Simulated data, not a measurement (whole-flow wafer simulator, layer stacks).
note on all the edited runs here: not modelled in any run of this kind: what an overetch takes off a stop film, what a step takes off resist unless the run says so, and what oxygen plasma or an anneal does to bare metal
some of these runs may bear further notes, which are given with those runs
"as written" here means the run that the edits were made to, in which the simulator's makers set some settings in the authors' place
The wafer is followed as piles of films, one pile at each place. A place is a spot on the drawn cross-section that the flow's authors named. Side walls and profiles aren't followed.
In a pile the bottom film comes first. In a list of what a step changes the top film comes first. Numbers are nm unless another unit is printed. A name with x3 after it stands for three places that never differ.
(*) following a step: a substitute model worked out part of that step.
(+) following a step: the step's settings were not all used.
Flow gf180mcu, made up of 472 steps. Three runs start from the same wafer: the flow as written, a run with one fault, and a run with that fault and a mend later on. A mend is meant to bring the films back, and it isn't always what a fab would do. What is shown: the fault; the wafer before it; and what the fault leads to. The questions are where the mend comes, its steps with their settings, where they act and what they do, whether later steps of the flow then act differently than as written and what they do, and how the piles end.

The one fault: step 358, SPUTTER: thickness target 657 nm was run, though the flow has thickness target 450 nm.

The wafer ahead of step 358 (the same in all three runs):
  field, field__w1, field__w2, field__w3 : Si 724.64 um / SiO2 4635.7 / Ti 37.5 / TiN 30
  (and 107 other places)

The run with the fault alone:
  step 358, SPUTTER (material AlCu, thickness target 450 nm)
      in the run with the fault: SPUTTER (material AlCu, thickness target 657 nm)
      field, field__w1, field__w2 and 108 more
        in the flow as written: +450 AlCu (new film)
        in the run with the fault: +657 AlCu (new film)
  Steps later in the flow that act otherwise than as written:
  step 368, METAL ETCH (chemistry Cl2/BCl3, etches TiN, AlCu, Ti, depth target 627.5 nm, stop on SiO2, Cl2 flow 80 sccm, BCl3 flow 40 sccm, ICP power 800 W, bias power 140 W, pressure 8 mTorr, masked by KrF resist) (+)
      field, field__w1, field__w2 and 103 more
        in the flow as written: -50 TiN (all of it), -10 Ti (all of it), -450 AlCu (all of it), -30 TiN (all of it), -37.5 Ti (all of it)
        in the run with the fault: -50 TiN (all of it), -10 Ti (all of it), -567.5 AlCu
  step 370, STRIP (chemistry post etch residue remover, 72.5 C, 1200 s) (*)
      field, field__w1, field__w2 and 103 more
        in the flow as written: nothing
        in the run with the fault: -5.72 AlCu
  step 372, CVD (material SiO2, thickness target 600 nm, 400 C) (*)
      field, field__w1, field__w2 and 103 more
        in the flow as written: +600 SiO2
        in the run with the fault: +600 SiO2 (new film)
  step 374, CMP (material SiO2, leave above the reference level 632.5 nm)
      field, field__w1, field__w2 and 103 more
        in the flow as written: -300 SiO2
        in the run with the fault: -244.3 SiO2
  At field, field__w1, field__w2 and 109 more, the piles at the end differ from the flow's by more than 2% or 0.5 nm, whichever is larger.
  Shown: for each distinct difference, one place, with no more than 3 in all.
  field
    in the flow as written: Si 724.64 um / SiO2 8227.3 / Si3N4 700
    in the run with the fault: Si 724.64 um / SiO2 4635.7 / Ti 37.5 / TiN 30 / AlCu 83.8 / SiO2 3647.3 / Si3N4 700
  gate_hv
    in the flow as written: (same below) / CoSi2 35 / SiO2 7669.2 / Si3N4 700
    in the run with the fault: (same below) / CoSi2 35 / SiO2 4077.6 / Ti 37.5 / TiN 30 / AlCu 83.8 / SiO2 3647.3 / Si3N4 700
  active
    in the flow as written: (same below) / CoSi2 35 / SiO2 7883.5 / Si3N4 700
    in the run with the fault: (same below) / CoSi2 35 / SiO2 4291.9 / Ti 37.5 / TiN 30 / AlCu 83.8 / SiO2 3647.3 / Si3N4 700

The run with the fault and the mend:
  The mend stands after step 358.
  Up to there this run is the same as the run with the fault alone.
  step 358a, METAL ETCH (chemistry Cl2/BCl3, etches TiN, AlCu, Ti, depth target 207 nm, Cl2 flow 80 sccm, BCl3 flow 40 sccm, ICP power 800 W, bias power 140 W, pressure 8 mTorr) (the flow's step 260 again, with other settings)
      field, field__w1, field__w2 and 108 more
        -207 AlCu
  Every later step of the flow that is run acts as written at every place that is followed.
  At every place that both follow, the piles at the end match the flow's.
